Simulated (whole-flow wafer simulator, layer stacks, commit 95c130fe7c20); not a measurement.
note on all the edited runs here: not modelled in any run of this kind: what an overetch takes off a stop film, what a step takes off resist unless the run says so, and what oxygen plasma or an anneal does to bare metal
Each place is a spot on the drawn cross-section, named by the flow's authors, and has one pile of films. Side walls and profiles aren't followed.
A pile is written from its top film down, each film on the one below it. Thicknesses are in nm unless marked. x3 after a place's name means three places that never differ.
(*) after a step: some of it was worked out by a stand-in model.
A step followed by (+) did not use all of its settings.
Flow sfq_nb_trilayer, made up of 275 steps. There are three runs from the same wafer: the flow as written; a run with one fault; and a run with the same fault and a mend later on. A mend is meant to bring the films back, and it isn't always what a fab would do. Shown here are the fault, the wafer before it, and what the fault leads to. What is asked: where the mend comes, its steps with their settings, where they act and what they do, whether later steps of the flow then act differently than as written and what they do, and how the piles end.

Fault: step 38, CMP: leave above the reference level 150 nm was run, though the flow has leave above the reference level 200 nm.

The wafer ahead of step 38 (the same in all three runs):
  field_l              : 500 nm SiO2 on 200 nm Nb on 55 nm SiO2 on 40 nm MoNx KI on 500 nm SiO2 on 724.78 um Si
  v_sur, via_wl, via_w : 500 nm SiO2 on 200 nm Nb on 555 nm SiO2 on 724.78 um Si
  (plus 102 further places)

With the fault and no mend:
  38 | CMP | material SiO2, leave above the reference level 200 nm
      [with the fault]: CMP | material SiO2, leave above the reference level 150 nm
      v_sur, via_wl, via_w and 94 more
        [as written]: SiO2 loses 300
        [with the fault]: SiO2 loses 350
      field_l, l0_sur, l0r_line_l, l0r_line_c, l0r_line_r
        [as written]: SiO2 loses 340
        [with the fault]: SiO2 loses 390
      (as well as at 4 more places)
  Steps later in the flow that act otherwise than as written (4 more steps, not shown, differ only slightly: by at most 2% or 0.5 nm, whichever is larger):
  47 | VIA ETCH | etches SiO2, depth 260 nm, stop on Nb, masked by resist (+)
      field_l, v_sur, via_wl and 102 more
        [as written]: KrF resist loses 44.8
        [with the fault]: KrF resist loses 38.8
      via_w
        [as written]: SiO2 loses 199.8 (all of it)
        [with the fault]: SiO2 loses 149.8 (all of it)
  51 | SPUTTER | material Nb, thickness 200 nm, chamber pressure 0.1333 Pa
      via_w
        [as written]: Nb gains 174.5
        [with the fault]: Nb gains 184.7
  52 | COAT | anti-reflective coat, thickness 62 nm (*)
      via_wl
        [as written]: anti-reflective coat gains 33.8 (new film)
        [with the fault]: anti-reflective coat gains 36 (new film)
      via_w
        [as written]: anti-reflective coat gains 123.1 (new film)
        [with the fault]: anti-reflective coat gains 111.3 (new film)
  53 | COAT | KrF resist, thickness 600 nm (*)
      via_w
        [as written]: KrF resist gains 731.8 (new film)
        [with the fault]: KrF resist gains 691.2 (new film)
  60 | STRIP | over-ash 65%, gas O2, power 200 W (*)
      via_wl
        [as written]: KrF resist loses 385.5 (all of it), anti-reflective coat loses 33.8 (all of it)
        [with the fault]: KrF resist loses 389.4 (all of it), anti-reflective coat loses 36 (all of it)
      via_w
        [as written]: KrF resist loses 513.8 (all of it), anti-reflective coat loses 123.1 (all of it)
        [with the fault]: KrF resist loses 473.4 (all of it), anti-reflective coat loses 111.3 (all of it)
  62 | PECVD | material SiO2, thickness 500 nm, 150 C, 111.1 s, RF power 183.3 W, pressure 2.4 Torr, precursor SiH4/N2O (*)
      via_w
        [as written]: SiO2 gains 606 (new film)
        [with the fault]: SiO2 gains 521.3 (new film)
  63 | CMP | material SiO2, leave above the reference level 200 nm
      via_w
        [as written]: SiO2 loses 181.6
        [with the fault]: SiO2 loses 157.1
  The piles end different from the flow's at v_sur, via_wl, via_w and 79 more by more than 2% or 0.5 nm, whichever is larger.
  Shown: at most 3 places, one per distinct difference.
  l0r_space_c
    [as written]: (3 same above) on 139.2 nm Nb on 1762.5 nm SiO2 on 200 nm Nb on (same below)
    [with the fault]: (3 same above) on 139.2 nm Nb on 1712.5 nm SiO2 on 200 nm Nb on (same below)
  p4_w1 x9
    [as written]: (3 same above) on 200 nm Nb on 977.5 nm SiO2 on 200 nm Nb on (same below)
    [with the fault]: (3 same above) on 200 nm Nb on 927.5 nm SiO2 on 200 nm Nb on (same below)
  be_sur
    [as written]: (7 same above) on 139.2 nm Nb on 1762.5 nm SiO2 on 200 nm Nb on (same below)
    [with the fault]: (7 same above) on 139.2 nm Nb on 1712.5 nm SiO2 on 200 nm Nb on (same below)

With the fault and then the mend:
  The mend follows step 45.
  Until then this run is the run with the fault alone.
  45a | STRIP | over-ash 65%, gas O2, power 200 W (*)
      field_l, v_sur, via_wl and 102 more
        KrF resist loses 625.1 (all of it), anti-reflective coat loses 62 (all of it)
      via_w
        anti-reflective coat loses 62 (all of it)
  45b | PECVD | material SiO2, thickness 50 nm, 150 C, 11.11 s, RF power 183.3 W, pressure 2.4 Torr, precursor SiH4/N2O (a further turn of the flow's step 37, with different settings)
      field_l, v_sur, via_wl and 103 more
        SiO2 gains 50
  45c | COAT | anti-reflective coat, thickness 62 nm (a further turn of the flow's step 40)
      field_l, v_sur, via_wl and 103 more
        anti-reflective coat gains 62 (new film)
  45d | COAT | KrF resist, thickness 650 nm (a further turn of the flow's step 41)
      field_l, v_sur, via_wl and 103 more
        KrF resist gains 650 (new film)
  45e | SOFTBAKE | KrF resist (a further turn of the flow's step 42)
      does not change any film at any place that is followed
  45f | EXPOSE | photomask I0, dose 11.91 mJ/cm2, NA 0.6, wavelength 248 nm (*) (a further turn of the flow's step 43)
      does not change any film at any place that is followed
  45g | PEB | KrF resist, 90 s (a further turn of the flow's step 44)
      field_l, v_sur, via_wl and 103 more
        KrF resist loses 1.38
  45h | DEVELOP | KrF resist, thickness 650 nm, 60 s (a further turn of the flow's step 45)
      field_l, v_sur, via_wl and 102 more
        KrF resist loses 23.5
      via_w
        KrF resist loses 648.6 (all of it)
  Every later step of the flow that is run acts as written, at every place that is followed, to within 2% or 0.5 nm, whichever is larger.
  The piles end only slightly different from the flow's at the places that both follow, by no more than 2% or 0.5 nm, whichever is larger.
